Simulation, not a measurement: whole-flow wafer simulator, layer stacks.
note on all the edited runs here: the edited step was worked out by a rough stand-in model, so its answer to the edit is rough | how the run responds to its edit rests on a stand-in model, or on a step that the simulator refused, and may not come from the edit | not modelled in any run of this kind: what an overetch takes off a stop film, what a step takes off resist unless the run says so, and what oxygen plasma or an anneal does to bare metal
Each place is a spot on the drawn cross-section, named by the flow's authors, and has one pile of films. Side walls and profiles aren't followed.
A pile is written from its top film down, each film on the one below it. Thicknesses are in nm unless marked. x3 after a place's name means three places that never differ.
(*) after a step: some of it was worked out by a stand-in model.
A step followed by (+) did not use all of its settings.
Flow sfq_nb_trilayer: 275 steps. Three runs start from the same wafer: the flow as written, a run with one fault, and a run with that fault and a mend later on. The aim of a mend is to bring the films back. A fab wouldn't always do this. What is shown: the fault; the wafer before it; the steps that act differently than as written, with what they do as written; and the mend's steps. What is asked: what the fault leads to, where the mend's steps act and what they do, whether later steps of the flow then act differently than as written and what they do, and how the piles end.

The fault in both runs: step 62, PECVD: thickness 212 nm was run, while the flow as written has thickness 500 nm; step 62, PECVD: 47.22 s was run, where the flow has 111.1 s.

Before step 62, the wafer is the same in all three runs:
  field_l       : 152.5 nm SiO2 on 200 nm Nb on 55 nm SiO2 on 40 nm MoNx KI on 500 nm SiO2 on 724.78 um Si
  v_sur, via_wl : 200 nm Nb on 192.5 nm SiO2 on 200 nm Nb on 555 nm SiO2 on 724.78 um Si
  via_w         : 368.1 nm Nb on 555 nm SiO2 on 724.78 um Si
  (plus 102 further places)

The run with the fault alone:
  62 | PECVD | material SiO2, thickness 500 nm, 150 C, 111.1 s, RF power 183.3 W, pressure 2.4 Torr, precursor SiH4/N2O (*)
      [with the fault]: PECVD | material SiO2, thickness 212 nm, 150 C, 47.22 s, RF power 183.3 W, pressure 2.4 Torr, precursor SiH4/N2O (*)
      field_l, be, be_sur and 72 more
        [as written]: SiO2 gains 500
        [with the fault]: SiO2 gains 212
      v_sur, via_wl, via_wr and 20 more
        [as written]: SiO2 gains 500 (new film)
        [with the fault]: SiO2 gains 212 (new film)
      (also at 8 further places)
  Steps later in the flow that act otherwise than as written (14 other steps are not shown; they differ only slightly, by no more than 2% or 0.5 nm, whichever is larger):
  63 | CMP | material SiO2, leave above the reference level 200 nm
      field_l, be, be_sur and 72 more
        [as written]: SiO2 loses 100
        [with the fault]: nothing
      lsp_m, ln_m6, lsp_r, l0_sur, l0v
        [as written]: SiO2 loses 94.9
        [with the fault]: nothing
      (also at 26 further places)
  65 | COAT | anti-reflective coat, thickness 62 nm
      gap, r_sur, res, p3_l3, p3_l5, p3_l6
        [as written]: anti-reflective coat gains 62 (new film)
        [with the fault]: anti-reflective coat gains 64.1 (new film)
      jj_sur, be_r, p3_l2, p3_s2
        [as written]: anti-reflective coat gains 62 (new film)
        [with the fault]: anti-reflective coat gains 64.2 (new film)
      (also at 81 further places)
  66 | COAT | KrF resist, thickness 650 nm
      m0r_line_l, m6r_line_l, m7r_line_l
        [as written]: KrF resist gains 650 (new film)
        [with the fault]: KrF resist gains 685.4 (new film)
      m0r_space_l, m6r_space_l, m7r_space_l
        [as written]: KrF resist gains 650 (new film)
        [with the fault]: KrF resist gains 675.6 (new film)
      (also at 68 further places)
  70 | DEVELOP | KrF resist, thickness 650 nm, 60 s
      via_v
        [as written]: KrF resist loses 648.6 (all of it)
        [with the fault]: KrF resist loses 581.4 (all of it)
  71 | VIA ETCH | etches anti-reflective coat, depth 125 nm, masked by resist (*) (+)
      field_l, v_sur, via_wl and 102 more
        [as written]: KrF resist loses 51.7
        [with the fault]: KrF resist loses 39.4
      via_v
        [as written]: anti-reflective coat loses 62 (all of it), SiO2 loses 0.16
        [with the fault]: anti-reflective coat loses 47.2 (all of it), SiO2 loses 0.12
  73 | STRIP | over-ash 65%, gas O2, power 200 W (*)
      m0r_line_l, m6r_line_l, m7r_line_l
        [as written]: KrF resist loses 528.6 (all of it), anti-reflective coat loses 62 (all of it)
        [with the fault]: KrF resist loses 576.3 (all of it), anti-reflective coat loses 61.8 (all of it)
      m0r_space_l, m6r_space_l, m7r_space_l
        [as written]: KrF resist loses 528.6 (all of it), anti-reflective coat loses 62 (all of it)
        [with the fault]: KrF resist loses 566.4 (all of it), anti-reflective coat loses 81 (all of it)
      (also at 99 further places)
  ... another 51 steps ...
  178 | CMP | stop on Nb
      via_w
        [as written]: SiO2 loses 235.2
        [with the fault]: SiO2 loses 226.5
  By the end, the piles at via_w, p4_w1, p4_w2 and 11 more depart from the flow's by more than 2% or 0.5 nm, whichever is larger.
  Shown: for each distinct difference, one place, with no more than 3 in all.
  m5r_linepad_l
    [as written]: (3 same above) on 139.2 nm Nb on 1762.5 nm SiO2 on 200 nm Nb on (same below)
    [with the fault]: (3 same above) on 139.2 nm Nb on 1357 nm SiO2 on 8.47 nm Nb on 397 nm SiO2 on 200 nm Nb on (same below)
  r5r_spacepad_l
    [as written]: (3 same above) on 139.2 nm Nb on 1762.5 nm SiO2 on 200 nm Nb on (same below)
    [with the fault]: (3 same above) on 139.2 nm Nb on 1356.9 nm SiO2 on 8.61 nm Nb on 397 nm SiO2 on 200 nm Nb on (same below)
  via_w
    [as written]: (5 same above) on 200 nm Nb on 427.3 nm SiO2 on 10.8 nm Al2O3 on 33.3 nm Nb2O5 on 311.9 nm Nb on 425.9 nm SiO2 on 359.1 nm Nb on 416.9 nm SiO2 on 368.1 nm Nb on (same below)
    [with the fault]: (5 same above) on 200 nm Nb on 495.5 nm SiO2 on 10.1 nm Al2O3 on 34.6 nm Nb2O5 on 110.8 nm Nb on 212.6 nm SiO2 on 157.3 nm Nb on 339.3 nm SiO2 on 75.8 nm Nb on 215.1 nm SiO2 on 156.9 nm Nb on 177.3 nm SiO2 on 368.1 nm Nb on (same below)

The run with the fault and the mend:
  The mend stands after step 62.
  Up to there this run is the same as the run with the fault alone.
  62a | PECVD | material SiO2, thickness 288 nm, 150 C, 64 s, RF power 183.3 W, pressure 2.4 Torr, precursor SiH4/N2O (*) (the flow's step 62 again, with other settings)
      field_l, v_sur, via_wl and 102 more
        SiO2 gains 288
      via_w
        SiO2 gains 396.6
  Steps later in the flow that act otherwise than as written:
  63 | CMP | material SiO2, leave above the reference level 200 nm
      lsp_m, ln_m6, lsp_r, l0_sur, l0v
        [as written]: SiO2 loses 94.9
        [with the mend]: SiO2 loses 100
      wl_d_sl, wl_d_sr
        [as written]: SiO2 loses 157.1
        [with the mend]: SiO2 loses 100
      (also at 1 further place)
  The piles end the same as the flow's at every place that both follow.
